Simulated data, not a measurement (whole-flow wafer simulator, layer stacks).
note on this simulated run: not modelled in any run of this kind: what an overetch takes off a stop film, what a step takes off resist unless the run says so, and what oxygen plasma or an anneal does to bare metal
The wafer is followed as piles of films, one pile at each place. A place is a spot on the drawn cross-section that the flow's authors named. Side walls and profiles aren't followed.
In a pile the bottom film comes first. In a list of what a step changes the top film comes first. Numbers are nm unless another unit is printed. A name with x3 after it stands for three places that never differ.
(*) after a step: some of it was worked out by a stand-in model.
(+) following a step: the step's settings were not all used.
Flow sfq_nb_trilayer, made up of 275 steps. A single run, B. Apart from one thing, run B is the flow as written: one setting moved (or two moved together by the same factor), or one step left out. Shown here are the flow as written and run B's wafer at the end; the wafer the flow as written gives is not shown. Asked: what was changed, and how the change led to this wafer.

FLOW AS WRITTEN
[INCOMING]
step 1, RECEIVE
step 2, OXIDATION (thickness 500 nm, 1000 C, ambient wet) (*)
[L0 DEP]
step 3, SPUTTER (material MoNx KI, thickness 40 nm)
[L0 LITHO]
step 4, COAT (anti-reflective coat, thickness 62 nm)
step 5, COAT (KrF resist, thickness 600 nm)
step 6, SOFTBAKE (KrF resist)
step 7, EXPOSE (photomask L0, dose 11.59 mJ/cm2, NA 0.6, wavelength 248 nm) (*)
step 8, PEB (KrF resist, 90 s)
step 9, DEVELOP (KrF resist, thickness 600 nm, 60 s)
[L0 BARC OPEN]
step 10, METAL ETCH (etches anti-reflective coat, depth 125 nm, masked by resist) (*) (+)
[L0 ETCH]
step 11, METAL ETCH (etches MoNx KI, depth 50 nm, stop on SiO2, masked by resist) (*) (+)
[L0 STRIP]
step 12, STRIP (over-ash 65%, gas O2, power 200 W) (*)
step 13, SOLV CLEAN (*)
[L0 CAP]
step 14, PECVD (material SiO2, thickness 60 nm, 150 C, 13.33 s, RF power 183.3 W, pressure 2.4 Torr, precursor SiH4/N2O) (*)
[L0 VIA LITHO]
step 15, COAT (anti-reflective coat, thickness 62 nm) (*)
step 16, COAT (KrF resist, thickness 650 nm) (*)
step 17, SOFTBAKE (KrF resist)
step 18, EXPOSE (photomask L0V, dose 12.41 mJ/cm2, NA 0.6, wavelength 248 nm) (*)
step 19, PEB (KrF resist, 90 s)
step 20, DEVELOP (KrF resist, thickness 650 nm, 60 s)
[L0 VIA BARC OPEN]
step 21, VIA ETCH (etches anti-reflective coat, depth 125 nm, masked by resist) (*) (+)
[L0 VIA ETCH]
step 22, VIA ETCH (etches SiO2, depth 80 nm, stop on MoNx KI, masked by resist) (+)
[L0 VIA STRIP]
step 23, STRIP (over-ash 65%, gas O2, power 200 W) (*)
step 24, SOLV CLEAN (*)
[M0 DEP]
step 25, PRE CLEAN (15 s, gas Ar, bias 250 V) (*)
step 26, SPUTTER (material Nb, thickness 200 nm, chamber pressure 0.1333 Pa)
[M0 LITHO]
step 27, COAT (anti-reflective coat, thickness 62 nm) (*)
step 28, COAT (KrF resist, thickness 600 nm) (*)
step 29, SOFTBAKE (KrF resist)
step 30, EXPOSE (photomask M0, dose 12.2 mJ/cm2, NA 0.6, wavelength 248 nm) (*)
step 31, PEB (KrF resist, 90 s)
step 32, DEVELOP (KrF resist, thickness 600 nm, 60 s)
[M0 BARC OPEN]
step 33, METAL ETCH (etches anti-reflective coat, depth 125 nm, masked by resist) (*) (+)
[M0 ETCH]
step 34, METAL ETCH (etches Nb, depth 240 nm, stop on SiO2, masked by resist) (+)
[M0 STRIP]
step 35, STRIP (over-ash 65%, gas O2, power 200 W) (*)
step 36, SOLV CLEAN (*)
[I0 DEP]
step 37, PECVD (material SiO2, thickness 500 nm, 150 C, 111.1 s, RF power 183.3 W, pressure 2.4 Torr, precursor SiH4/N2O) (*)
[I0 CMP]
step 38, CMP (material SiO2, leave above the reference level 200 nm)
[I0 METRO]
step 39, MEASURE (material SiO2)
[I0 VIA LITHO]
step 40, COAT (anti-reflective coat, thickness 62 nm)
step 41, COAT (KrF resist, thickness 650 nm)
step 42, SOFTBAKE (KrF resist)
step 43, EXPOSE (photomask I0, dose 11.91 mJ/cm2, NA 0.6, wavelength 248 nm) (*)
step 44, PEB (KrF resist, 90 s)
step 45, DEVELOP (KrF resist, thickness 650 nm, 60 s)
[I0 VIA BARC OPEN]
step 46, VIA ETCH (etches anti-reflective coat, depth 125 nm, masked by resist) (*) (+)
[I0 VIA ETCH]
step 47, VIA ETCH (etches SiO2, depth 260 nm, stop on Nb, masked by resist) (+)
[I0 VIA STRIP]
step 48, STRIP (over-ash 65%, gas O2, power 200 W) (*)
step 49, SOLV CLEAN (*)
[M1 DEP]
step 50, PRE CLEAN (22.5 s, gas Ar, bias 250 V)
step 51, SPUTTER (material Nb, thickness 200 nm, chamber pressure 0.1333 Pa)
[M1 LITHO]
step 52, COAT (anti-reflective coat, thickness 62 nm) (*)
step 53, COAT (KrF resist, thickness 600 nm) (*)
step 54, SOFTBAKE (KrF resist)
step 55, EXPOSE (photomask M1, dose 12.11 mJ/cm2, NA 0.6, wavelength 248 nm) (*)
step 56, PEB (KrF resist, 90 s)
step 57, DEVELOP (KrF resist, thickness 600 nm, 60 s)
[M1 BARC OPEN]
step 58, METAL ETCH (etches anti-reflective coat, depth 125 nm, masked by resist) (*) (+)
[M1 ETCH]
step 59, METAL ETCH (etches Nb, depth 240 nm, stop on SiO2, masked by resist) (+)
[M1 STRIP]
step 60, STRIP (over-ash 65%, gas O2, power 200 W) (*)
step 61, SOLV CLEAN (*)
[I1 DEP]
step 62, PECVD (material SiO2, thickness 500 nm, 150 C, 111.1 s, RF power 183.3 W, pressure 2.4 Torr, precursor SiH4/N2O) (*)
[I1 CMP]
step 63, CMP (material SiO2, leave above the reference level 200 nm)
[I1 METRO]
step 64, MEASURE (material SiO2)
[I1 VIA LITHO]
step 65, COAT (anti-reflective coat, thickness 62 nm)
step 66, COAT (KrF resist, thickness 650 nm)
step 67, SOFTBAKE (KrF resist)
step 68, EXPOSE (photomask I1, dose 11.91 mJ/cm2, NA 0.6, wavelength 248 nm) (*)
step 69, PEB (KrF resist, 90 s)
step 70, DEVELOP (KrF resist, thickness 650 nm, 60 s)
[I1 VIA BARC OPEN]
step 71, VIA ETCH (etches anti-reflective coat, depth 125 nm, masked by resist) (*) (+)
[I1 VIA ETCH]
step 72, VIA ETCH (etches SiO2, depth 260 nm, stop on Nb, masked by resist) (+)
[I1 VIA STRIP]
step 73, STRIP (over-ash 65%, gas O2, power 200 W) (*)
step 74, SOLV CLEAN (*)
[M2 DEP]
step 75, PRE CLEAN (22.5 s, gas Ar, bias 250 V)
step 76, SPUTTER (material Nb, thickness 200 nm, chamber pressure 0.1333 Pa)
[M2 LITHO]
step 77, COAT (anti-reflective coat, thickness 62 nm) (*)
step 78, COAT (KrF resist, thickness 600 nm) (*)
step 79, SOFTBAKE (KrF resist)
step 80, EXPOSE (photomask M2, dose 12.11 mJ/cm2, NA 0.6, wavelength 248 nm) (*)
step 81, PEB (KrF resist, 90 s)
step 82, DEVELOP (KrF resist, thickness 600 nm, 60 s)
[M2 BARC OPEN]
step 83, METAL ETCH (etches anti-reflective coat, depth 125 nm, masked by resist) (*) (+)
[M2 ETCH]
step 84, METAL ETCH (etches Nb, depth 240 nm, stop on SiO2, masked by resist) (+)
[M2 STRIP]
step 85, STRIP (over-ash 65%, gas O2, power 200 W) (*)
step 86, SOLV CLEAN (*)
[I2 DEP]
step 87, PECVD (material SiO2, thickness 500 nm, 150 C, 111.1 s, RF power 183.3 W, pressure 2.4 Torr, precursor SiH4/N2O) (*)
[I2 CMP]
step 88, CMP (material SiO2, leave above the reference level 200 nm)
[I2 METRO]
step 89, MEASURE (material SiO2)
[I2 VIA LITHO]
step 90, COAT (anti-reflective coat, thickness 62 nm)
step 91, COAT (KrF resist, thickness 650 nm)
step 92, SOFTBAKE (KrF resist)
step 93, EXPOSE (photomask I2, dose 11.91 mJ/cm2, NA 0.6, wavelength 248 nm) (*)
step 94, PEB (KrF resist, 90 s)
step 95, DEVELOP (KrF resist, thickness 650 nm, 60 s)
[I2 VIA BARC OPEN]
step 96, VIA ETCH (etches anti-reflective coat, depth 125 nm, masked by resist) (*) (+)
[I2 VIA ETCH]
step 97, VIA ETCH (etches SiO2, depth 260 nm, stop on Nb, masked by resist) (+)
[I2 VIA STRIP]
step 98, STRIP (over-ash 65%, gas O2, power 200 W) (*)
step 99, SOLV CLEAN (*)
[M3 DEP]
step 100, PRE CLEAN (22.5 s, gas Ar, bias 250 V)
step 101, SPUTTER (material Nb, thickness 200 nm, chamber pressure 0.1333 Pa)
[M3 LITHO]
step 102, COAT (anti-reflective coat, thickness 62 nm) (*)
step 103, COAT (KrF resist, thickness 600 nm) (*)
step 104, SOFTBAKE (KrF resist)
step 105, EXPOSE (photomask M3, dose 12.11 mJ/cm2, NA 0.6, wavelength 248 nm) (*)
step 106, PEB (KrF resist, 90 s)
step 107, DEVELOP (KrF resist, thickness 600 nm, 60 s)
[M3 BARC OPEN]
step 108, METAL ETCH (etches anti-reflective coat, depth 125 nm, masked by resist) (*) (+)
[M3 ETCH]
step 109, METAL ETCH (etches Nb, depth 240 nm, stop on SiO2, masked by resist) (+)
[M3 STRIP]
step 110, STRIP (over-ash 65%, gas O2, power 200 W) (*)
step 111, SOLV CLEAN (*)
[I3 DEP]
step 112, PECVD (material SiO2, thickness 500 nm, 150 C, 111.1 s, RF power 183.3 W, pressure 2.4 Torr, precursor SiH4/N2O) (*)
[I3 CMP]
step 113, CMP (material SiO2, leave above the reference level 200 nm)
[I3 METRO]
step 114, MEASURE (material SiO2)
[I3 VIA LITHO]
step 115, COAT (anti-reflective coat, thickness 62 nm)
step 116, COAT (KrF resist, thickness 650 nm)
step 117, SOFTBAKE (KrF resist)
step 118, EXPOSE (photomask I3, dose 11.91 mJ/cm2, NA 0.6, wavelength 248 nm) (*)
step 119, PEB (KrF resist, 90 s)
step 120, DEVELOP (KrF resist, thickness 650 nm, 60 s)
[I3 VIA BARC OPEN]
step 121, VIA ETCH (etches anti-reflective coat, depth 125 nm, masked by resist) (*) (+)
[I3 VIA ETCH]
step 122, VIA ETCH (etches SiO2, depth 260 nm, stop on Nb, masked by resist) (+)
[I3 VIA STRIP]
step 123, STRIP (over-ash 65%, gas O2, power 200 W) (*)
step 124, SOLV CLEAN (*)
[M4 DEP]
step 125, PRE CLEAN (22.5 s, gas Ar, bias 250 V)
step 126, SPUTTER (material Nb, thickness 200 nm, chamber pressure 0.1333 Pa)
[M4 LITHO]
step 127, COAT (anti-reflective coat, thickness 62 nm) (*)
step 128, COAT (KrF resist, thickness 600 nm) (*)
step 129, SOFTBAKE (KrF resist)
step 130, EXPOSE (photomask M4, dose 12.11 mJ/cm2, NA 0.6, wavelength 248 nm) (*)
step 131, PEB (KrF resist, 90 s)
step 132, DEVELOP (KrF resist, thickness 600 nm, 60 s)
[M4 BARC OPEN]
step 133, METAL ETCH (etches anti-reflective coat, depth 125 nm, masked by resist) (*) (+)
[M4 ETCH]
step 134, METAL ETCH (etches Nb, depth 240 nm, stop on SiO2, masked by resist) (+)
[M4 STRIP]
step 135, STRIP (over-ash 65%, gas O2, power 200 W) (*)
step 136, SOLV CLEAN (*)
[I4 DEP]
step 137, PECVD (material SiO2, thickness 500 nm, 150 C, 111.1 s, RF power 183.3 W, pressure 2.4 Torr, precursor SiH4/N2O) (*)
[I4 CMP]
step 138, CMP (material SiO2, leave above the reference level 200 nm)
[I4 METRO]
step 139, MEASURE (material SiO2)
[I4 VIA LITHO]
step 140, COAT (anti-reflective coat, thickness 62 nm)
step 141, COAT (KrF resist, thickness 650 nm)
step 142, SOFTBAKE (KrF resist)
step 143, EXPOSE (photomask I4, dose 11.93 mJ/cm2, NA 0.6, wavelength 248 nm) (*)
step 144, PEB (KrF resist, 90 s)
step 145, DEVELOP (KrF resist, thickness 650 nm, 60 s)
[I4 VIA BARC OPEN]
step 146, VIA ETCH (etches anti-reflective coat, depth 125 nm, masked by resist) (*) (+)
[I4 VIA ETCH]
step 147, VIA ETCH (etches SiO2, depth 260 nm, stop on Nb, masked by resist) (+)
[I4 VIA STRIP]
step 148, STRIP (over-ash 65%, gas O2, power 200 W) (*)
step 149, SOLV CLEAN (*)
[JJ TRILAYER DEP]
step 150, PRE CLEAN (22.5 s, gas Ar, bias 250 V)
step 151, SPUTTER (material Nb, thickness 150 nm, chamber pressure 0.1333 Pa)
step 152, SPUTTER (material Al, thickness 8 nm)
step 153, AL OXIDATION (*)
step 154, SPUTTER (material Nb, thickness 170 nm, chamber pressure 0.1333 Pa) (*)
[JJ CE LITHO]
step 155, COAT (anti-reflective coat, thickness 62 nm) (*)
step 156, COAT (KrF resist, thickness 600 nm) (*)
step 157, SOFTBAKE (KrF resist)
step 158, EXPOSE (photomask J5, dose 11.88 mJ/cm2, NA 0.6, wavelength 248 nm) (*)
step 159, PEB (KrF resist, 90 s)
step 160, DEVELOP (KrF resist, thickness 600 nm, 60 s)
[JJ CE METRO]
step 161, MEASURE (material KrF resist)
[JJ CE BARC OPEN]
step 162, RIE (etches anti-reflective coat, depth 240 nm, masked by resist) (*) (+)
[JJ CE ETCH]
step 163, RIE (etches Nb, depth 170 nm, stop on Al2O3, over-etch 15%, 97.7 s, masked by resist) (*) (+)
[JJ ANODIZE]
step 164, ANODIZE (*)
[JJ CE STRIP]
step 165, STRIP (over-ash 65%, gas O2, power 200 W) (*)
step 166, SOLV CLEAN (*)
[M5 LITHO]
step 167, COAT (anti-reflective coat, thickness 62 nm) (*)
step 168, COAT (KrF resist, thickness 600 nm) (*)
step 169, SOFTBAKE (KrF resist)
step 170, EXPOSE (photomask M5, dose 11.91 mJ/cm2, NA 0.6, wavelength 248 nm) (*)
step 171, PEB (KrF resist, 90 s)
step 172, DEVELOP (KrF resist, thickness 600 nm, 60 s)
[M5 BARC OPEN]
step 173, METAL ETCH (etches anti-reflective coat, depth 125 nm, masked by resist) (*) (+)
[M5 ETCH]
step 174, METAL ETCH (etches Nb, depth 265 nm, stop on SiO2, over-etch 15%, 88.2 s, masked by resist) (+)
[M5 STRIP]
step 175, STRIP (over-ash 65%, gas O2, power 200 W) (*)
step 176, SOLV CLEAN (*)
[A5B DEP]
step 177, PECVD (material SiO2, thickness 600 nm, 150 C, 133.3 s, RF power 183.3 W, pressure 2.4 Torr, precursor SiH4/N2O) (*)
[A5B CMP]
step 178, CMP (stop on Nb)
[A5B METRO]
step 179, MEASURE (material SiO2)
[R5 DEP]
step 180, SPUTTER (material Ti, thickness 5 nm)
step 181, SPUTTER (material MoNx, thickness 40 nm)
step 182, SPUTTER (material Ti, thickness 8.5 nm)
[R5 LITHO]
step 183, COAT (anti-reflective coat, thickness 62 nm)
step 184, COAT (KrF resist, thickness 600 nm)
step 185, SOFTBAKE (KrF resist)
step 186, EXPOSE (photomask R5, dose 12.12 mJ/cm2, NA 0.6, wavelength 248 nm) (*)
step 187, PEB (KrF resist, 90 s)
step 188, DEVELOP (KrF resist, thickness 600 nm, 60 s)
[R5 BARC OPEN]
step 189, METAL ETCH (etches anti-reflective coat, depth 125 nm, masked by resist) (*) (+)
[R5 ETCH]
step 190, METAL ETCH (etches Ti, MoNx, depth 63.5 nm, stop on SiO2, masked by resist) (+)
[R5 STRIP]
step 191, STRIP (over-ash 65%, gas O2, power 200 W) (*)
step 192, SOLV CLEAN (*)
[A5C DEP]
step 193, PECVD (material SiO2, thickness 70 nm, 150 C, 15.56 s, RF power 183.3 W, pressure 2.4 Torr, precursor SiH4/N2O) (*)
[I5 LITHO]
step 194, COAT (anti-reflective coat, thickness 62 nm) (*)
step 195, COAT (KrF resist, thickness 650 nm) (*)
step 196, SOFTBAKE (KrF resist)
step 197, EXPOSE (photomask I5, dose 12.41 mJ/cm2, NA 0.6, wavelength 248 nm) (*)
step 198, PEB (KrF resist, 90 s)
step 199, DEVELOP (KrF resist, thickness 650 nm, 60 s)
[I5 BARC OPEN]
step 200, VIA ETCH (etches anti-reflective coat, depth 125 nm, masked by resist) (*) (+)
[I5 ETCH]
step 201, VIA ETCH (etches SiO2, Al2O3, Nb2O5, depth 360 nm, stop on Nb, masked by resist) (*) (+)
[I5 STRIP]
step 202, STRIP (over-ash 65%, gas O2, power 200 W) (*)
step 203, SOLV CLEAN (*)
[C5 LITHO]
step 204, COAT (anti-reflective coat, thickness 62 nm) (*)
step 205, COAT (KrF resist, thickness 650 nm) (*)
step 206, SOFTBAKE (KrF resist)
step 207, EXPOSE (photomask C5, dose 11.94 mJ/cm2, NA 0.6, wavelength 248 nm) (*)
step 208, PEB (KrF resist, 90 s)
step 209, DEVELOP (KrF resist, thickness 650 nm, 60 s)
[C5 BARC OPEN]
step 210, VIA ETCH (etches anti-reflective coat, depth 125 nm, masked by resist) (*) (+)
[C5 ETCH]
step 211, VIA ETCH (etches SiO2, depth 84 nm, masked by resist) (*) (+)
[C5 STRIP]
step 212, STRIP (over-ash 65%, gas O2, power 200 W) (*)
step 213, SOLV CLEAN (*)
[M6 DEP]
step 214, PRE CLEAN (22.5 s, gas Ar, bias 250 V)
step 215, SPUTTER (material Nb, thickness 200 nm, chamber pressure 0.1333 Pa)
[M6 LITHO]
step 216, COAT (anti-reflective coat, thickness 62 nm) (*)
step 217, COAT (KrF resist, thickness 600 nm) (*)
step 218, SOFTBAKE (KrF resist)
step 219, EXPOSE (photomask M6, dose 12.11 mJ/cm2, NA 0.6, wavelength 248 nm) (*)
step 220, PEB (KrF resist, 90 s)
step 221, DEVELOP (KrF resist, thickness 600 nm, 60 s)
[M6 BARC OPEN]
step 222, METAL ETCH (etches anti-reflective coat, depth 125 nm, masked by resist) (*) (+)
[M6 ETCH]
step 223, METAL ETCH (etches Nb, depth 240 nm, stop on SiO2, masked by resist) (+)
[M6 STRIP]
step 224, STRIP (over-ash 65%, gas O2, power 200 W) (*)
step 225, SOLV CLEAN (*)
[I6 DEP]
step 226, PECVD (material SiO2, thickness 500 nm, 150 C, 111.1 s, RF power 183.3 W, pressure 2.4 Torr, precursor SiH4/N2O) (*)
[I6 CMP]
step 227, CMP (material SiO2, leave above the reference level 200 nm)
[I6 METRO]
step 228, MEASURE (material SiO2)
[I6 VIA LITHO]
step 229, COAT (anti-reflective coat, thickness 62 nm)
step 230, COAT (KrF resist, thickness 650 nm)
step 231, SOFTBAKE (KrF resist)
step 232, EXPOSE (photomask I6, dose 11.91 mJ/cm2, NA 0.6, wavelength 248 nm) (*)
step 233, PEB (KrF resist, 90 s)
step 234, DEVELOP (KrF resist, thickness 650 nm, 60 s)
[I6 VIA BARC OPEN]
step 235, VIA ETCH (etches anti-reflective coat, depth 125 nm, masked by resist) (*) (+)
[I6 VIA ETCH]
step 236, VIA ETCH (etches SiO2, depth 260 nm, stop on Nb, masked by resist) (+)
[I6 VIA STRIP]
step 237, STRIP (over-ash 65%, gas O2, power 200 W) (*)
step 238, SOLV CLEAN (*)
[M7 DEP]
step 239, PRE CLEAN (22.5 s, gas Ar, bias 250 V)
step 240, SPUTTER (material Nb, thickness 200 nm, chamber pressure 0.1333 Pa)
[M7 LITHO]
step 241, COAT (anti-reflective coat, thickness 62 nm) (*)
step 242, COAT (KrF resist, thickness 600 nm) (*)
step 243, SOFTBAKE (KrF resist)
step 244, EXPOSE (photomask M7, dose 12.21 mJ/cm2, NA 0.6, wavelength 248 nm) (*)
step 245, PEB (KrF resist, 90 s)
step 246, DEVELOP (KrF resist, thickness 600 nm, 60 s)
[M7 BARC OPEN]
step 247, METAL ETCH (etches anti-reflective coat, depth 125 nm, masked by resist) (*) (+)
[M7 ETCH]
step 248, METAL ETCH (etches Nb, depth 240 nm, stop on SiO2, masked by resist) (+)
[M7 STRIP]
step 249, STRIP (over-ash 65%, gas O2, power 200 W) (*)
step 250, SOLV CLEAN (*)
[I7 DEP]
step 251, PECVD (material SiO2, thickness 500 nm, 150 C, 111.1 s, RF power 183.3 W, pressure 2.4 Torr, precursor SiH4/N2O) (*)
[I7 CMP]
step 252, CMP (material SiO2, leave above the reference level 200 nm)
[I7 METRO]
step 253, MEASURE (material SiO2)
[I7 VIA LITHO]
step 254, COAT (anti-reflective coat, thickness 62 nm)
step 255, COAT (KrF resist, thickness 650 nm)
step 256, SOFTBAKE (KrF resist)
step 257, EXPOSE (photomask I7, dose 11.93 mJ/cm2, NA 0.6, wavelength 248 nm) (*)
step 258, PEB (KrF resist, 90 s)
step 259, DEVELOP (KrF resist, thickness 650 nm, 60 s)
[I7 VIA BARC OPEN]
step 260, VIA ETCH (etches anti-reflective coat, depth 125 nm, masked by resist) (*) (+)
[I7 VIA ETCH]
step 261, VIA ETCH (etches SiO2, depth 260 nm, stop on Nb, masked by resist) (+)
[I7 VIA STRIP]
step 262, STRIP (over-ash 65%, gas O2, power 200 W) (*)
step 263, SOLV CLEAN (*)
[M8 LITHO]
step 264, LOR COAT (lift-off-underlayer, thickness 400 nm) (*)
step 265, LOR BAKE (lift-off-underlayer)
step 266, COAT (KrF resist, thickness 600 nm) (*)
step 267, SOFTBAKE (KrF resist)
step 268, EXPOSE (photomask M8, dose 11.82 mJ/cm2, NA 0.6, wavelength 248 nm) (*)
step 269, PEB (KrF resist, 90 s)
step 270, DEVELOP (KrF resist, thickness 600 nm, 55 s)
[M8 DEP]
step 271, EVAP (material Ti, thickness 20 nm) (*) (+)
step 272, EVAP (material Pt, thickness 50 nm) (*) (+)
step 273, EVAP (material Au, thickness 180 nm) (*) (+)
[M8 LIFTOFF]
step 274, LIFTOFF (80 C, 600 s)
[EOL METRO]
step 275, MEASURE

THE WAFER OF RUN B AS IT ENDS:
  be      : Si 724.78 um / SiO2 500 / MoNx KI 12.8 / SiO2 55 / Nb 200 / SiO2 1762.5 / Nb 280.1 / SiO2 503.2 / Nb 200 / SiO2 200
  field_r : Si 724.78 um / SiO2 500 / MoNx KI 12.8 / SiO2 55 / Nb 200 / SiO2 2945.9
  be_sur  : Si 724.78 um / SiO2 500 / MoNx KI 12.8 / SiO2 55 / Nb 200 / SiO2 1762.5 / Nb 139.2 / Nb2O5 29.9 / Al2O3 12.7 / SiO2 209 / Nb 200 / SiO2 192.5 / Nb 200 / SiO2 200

What caused this: step 3, SPUTTER: thickness 62.8 nm was run, though the flow has thickness 40 nm.

Step by step, how the change led to this:
  step 3, SPUTTER (material MoNx KI, thickness 40 nm)
      field_l, v_sur, via_wl and 103 more: +62.8 MoNx KI (new film) (it would be, as written: +40 MoNx KI (new film))
  step 11, METAL ETCH (etches MoNx KI, depth 50 nm, stop on SiO2, masked by resist) (*) (+)
      v_sur, via_wl, via_w and 97 more: -50 MoNx KI (it would be, as written: -40 MoNx KI (all of it))
  step 14, PECVD (material SiO2, thickness 60 nm, 150 C, 13.33 s, RF power 183.3 W, pressure 2.4 Torr, precursor SiH4/N2O) (*)
      v_sur, via_wl, via_w and 97 more: +60 SiO2 (new film) (it would be, as written: +60 SiO2)
  step 15, COAT (anti-reflective coat, thickness 62 nm) (*)
      field_l: +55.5 anti-reflective coat (new film) (it would be, as written: +56.7 anti-reflective coat (new film))
      v_sur: +74.9 anti-reflective coat (new film) (it would be, as written: +72.2 anti-reflective coat (new film))
      (as well as at 2 more places)
  step 23, STRIP (over-ash 65%, gas O2, power 200 W) (*)
      field_l: -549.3 KrF resist (all of it), -55.5 anti-reflective coat (all of it) (it would be, as written: -551.4 KrF resist (all of it), -56.7 anti-reflective coat (all of it))
      v_sur: -573.1 KrF resist (all of it), -74.9 anti-reflective coat (all of it) (it would be, as written: -570.5 KrF resist (all of it), -72.2 anti-reflective coat (all of it))
      (as well as at 2 more places)
  step 27, COAT (anti-reflective coat, thickness 62 nm) (*)
      v_sur: +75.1 anti-reflective coat (new film) (it would be, as written: +72.3 anti-reflective coat (new film))
      l0_sur: +46.5 anti-reflective coat (new film) (it would be, as written: +47.5 anti-reflective coat (new film))
      (as well as at 1 more place)
  step 35, STRIP (over-ash 65%, gas O2, power 200 W) (*)
      v_sur: -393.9 KrF resist (all of it), -75.1 anti-reflective coat (all of it) (it would be, as written: -391.6 KrF resist (all of it), -72.3 anti-reflective coat (all of it))
      l0_sur: -369.2 KrF resist (all of it), -46.5 anti-reflective coat (all of it) (it would be, as written: -372 KrF resist (all of it), -47.5 anti-reflective coat (all of it))
      (as well as at 1 more place)
  step 38, CMP (material SiO2, leave above the reference level 200 nm)
      field_l, l0_sur, l0r_line_l, l0r_line_c, l0r_line_r: -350 SiO2 (it would be, as written: -340 SiO2)
      l0v: -287.8 SiO2 (it would be, as written: -277.8 SiO2)
Taking metal films that touch as one body, be has 4 bodies (between them, from the top down: SiO2 503.2; SiO2 1762.5; SiO2 55); the flow as written gives 3 bodies (between them, from the top down: SiO2 503.2; SiO2 1762.5).
Taking metal films that touch as one body, field_r has 2 bodies (between them, from the top down: SiO2 55); the flow as written gives 1 body.
Taking metal films that touch as one body, be_sur has 5 bodies (between them, from the top down: SiO2 192.5; SiO2 209 / Al2O3 12.7 / Nb2O5 29.9; SiO2 1762.5; SiO2 55); the flow as written gives 4 bodies (between them, from the top down: SiO2 192.5; SiO2 209 / Al2O3 12.7 / Nb2O5 29.9; SiO2 1762.5).
